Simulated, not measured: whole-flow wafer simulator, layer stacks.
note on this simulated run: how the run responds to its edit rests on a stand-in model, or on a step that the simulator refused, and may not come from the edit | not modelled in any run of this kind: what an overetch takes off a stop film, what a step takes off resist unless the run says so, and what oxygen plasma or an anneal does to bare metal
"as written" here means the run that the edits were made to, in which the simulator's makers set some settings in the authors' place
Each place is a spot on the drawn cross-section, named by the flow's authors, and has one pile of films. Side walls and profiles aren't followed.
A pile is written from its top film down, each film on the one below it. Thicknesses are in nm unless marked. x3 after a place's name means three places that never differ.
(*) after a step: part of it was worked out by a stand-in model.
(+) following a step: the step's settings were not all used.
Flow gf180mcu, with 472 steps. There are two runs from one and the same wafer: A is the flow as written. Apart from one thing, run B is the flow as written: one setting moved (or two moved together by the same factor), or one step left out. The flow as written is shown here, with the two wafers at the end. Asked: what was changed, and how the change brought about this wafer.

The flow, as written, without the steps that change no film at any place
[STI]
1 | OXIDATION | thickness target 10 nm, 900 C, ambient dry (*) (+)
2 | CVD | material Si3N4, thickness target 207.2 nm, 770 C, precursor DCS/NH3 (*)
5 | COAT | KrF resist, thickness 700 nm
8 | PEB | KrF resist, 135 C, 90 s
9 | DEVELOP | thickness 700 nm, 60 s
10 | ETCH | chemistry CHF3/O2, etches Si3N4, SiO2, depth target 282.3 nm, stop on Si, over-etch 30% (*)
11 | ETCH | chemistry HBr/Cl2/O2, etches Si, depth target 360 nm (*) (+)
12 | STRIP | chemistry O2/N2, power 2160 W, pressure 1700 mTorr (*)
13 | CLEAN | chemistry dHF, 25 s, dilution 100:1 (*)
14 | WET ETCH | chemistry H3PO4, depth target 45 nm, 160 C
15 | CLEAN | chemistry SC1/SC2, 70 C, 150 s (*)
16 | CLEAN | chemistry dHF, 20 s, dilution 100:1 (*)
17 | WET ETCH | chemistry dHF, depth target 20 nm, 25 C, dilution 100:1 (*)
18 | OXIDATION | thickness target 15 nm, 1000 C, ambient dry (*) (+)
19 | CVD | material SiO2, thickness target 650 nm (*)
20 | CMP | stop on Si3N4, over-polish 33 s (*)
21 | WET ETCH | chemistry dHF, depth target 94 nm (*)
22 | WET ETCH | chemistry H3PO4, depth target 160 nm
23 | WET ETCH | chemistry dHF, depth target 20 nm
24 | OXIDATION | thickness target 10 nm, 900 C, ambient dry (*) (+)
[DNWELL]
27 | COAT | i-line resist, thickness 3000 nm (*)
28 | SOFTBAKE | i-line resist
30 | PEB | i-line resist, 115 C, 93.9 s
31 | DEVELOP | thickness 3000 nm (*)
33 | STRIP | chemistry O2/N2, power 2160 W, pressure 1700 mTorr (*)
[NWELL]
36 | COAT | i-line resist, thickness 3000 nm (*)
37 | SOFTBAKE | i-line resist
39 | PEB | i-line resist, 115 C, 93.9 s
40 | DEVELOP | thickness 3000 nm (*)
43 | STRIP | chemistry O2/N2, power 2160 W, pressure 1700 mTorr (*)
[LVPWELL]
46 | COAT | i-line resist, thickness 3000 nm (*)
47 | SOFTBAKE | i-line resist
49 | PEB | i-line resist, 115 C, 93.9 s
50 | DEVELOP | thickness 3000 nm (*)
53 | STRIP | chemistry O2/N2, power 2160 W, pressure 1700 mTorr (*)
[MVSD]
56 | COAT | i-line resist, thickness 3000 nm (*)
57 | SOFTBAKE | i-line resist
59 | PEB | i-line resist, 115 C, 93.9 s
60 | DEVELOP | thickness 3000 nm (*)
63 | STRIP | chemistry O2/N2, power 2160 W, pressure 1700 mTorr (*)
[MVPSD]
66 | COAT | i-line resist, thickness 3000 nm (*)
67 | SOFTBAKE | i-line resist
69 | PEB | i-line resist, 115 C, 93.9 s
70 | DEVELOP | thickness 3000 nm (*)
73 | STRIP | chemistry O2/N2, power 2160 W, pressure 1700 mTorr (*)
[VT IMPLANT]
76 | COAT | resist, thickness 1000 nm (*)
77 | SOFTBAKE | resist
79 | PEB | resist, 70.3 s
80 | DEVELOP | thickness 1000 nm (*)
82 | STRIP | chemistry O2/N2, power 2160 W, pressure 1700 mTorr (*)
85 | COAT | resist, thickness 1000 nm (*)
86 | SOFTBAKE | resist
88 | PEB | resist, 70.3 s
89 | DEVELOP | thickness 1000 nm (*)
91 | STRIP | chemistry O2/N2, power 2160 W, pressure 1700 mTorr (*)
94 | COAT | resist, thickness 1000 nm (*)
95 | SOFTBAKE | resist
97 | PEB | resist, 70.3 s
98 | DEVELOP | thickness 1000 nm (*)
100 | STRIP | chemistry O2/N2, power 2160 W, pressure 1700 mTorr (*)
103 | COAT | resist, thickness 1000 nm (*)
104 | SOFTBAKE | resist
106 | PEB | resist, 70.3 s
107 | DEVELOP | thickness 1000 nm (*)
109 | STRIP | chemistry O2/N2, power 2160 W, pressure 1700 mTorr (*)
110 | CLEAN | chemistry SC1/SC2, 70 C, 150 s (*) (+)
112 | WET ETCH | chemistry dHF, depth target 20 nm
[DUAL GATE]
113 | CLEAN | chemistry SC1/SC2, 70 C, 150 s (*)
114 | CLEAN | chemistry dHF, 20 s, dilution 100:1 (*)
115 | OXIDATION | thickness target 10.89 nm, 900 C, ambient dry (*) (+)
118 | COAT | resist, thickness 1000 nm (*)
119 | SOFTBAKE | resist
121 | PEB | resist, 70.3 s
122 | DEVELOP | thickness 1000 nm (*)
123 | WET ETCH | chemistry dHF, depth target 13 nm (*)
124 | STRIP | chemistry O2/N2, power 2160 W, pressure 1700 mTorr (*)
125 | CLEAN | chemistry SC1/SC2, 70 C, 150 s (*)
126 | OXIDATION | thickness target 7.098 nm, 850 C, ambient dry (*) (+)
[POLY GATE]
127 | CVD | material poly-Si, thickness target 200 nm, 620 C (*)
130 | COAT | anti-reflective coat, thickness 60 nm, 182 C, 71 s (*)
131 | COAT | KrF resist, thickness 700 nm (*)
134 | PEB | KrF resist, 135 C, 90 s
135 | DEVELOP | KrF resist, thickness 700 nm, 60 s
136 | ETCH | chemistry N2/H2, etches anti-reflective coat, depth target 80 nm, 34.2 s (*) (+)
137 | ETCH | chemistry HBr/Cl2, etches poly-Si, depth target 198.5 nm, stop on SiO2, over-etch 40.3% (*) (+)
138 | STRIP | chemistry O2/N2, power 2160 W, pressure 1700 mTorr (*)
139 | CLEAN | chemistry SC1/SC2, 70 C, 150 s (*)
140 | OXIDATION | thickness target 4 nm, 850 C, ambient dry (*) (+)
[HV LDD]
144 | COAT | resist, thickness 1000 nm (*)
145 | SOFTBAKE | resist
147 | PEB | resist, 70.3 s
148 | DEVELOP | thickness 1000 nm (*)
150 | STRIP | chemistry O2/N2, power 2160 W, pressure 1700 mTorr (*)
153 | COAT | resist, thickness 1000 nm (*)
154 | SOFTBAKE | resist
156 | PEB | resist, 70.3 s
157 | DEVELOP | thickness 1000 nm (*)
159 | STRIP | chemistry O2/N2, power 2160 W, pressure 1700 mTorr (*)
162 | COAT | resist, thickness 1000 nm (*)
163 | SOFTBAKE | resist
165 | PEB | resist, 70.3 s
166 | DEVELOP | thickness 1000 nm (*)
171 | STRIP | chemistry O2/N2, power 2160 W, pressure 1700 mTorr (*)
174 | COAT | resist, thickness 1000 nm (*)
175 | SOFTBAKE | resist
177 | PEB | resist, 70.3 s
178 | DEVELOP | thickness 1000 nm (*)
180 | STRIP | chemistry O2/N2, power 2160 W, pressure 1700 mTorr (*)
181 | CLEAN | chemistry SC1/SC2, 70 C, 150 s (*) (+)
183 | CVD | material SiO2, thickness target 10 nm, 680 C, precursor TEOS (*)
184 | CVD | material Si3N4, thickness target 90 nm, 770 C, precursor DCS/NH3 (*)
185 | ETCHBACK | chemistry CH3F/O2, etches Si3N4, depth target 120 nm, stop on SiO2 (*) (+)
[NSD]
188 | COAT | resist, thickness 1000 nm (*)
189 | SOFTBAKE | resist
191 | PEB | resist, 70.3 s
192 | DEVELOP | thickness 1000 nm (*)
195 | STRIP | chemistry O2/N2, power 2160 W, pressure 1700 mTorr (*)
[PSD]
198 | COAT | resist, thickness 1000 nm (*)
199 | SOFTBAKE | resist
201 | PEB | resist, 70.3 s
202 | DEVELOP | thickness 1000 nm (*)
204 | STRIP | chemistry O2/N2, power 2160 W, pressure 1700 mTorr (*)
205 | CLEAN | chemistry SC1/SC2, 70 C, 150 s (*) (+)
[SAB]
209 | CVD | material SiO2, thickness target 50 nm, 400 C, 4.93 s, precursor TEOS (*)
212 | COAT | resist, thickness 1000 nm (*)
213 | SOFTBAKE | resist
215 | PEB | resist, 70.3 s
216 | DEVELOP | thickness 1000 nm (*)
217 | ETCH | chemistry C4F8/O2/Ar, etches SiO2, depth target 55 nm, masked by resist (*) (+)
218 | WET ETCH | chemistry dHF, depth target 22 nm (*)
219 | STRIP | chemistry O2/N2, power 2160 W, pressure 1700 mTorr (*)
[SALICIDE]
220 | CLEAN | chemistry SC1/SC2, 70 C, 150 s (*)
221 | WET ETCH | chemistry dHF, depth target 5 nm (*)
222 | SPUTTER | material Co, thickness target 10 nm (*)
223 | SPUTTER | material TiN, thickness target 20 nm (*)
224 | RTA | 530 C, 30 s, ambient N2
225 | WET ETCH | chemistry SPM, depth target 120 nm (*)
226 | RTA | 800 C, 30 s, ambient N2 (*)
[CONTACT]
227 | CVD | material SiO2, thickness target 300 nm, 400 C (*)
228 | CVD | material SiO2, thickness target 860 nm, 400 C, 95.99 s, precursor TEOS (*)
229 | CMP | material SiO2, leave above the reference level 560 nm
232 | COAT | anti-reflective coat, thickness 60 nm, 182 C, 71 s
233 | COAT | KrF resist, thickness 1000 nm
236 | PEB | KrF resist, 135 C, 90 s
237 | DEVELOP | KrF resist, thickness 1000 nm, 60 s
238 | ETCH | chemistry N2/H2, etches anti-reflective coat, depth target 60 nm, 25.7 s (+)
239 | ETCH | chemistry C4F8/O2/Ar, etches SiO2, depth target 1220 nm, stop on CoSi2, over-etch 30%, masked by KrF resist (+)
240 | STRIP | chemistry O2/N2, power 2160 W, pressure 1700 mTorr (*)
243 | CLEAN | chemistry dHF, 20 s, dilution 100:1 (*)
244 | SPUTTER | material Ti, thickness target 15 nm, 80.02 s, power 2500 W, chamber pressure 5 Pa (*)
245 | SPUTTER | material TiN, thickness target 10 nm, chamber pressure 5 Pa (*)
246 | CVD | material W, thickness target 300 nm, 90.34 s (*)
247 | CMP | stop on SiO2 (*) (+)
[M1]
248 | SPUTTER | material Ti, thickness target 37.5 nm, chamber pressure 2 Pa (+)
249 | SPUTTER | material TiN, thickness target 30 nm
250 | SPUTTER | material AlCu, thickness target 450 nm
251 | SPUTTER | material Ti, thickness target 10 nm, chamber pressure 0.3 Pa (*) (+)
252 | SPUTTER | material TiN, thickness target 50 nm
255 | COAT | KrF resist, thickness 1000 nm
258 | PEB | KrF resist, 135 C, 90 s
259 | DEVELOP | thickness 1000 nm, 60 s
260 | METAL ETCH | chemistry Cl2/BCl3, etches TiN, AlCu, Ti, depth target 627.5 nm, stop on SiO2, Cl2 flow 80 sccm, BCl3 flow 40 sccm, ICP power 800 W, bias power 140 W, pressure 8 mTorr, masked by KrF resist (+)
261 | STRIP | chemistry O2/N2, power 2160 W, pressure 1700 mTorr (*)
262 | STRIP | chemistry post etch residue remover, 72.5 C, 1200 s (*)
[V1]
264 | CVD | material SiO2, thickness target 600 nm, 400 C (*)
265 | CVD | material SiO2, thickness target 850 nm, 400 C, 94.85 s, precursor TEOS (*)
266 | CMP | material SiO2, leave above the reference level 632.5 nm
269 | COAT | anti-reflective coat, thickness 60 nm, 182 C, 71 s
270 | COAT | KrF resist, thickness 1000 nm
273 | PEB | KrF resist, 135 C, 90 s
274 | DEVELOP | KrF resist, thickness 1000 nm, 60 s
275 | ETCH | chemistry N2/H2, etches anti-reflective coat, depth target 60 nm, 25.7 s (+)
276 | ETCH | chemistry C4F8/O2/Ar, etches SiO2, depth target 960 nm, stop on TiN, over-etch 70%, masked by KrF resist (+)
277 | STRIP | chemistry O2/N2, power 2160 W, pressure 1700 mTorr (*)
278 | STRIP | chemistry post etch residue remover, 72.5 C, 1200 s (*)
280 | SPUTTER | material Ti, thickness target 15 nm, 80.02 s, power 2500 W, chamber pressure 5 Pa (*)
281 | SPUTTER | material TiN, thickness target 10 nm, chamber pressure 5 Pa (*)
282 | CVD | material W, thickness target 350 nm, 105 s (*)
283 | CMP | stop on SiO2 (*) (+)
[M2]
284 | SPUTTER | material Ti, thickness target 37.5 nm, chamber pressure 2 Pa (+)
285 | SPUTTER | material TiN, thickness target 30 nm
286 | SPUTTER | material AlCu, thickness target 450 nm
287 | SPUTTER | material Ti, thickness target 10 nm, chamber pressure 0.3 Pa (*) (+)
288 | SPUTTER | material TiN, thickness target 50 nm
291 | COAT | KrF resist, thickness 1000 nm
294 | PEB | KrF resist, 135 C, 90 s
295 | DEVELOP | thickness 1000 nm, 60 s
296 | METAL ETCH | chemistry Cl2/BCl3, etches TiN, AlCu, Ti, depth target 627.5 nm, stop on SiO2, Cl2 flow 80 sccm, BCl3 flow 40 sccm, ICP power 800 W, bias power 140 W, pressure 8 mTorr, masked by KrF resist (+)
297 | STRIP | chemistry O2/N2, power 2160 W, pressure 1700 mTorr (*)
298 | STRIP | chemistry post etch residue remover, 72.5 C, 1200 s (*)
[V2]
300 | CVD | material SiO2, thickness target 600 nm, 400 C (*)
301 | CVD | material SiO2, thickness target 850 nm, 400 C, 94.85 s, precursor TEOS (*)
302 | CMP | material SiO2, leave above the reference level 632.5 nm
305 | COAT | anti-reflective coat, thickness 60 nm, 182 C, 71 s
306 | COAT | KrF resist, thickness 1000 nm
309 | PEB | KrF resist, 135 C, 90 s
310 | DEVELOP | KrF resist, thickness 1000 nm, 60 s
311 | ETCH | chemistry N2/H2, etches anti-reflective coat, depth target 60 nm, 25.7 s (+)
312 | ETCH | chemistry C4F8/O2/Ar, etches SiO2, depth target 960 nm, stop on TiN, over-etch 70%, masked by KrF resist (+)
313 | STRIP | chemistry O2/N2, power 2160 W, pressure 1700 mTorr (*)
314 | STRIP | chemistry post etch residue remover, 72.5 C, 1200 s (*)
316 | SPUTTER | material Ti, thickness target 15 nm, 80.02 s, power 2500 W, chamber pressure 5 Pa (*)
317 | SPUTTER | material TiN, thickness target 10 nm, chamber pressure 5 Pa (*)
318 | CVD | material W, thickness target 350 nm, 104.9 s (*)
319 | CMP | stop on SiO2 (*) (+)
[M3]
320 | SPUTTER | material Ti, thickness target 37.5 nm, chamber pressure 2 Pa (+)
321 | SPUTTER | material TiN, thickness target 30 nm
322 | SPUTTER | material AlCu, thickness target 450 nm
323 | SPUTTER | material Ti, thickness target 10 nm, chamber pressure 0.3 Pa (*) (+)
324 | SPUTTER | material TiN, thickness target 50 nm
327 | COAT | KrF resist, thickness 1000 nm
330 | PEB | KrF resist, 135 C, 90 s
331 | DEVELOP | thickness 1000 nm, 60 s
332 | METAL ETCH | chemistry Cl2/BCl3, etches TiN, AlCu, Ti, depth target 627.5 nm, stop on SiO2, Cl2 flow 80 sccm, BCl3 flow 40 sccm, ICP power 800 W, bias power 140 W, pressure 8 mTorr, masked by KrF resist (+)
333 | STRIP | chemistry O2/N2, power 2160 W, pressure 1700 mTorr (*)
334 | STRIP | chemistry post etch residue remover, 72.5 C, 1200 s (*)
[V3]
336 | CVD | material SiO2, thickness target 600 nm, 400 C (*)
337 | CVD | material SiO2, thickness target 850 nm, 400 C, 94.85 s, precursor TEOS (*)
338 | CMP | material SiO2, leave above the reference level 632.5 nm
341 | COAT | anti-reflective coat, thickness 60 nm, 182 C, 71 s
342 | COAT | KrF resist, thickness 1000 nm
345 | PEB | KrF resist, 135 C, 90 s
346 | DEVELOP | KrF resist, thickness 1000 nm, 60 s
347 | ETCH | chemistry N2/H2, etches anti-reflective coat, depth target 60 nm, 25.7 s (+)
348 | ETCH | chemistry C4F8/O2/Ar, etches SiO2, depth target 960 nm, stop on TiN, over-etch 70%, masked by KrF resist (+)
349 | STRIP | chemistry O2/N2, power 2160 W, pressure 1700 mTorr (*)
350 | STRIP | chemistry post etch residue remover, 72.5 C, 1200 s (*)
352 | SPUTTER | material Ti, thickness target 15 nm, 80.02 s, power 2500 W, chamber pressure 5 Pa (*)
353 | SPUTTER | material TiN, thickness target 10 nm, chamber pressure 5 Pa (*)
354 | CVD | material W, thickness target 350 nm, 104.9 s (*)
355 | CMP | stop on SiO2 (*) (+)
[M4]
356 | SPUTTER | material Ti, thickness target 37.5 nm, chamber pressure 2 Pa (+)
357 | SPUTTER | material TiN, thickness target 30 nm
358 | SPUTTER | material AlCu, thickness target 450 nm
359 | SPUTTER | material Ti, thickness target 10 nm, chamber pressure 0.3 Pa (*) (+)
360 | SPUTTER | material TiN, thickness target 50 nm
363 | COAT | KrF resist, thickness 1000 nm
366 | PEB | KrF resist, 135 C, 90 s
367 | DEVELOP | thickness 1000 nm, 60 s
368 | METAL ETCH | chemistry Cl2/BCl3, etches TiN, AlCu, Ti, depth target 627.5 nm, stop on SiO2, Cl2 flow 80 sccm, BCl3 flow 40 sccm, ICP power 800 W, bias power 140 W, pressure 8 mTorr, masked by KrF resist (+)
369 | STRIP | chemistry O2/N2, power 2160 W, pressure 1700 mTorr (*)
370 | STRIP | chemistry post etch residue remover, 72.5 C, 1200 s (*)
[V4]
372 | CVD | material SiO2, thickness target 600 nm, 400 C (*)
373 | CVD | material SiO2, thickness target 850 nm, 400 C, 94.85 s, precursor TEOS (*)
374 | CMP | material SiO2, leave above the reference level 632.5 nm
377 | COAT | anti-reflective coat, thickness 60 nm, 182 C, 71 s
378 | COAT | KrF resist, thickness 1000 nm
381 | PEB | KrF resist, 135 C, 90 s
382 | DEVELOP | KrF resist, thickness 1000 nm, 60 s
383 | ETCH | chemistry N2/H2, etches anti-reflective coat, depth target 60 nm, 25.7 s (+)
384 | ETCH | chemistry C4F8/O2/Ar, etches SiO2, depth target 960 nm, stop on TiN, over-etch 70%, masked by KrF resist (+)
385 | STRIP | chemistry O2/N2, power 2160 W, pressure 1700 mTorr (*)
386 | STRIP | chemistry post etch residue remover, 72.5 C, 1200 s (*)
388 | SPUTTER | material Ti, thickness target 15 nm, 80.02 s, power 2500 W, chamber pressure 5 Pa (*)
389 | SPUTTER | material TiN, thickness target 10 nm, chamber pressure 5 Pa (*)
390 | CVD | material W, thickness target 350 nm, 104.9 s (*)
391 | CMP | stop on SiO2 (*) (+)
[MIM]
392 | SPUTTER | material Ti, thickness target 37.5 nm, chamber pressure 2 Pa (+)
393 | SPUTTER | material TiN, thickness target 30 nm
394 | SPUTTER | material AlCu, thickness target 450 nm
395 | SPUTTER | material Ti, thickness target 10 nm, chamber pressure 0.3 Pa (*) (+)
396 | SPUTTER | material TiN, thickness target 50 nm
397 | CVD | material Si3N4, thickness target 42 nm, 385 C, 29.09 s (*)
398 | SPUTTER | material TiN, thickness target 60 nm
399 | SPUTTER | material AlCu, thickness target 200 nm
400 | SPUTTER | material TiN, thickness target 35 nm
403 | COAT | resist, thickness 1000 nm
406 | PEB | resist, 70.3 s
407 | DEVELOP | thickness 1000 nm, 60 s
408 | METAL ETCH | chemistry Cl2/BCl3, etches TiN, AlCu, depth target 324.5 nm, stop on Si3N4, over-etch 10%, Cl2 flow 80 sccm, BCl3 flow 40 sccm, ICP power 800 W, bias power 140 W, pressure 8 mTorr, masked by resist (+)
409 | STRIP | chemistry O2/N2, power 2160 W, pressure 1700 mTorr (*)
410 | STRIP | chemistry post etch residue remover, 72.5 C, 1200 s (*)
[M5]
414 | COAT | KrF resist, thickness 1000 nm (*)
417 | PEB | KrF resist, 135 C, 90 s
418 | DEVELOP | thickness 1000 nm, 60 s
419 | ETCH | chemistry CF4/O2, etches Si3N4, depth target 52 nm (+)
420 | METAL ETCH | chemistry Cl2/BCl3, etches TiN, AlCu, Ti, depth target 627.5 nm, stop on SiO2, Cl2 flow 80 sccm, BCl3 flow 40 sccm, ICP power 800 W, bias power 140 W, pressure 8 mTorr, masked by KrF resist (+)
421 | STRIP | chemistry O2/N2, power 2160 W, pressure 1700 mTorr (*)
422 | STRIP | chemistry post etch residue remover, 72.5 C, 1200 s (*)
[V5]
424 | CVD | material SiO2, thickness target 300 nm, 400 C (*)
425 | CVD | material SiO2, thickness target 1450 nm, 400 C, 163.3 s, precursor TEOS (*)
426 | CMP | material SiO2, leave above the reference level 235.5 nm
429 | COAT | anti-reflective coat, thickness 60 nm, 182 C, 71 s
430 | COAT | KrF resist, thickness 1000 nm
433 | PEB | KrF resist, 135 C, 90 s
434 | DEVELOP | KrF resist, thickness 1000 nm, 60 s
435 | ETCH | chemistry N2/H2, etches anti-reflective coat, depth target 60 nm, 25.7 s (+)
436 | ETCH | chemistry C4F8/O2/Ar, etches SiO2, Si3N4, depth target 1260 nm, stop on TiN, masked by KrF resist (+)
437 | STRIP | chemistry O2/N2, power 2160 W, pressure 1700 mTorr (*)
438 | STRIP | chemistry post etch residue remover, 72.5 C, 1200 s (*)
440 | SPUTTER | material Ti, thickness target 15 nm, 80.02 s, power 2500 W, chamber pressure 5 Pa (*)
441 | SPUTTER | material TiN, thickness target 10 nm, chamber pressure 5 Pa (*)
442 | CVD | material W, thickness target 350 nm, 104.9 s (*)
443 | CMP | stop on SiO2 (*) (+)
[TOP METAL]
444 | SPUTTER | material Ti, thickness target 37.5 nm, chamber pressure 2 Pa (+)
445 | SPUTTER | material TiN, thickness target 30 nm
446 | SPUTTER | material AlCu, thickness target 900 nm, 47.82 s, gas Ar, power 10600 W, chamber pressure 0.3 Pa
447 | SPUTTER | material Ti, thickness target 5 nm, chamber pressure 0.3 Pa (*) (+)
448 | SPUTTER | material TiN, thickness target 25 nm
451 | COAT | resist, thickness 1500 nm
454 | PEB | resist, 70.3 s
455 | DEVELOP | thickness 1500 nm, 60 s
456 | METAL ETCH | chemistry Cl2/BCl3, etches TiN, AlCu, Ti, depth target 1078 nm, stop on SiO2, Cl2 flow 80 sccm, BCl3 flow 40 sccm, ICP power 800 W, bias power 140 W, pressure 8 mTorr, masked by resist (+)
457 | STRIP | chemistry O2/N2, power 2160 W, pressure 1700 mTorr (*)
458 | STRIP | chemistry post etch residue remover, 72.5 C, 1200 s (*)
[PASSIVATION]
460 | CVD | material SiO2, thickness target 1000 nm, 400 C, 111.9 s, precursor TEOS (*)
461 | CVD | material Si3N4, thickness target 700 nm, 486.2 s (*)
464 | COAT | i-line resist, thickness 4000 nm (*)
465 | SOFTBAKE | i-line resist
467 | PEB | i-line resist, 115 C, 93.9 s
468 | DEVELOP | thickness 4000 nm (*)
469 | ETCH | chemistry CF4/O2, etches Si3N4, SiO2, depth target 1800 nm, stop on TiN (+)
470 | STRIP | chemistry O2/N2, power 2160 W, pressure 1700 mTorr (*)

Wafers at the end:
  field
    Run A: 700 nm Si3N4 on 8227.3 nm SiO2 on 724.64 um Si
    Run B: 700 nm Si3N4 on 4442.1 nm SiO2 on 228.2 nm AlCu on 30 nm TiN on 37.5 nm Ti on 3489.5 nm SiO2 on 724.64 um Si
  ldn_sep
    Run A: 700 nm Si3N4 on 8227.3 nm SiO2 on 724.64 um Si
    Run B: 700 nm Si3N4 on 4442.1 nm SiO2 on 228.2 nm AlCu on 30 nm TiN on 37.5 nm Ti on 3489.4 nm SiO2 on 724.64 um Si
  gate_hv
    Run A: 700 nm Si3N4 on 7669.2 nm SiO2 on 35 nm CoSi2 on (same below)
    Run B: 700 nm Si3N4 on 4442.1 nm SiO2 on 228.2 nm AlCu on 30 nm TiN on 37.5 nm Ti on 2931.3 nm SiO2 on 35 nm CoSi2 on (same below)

Cause: step 332, METAL ETCH: depth target 276.1 nm was run, though the flow has depth target 627.5 nm.

How this came from the change, step by step:
  332 | METAL ETCH | chemistry Cl2/BCl3, etches TiN, AlCu, Ti, depth target 627.5 nm, stop on SiO2, Cl2 flow 80 sccm, BCl3 flow 40 sccm, ICP power 800 W, bias power 140 W, pressure 8 mTorr, masked by KrF resist (+)
      field, field__w1, field__w2 and 103 more: A TiN loses 50 (all of it), Ti loses 10 (all of it), AlCu loses 450 (all of it), TiN loses 30 (all of it), Ti loses 37.5 (all of it) | B TiN loses 50 (all of it), Ti loses 10 (all of it), AlCu loses 216.1
      field__w8, contact, m1, m1__w1, m1_nw: A KrF resist loses 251 | B KrF resist loses 110.4
  333 | STRIP | chemistry O2/N2, power 2160 W, pressure 1700 mTorr (*)
      field__w8, contact, m1, m1__w1, m1_nw: A KrF resist loses 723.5 (all of it) | B KrF resist loses 864.1 (all of it)
  334 | STRIP | chemistry post etch residue remover, 72.5 C, 1200 s (*)
      field, field__w1, field__w2 and 103 more: A nothing | B AlCu loses 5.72
  336 | CVD | material SiO2, thickness target 600 nm, 400 C (*)
      field, field__w1, field__w2 and 103 more: A SiO2 gains 600 | B SiO2 gains 600 (new film)
  338 | CMP | material SiO2, leave above the reference level 632.5 nm
      field, field__w1, field__w2 and 103 more: A SiO2 loses 300 | B SiO2 loses 595.7
With metal films that touch counted as one body, field has 1 body; the flow as written gives 0 bodies.
With metal films that touch counted as one body, ldn_sep has 1 body; the flow as written gives 0 bodies.
With metal films that touch counted as one body, gate_hv has 2 bodies (between them, from the top down: SiO2 2931.3); the flow as written gives 1 body.
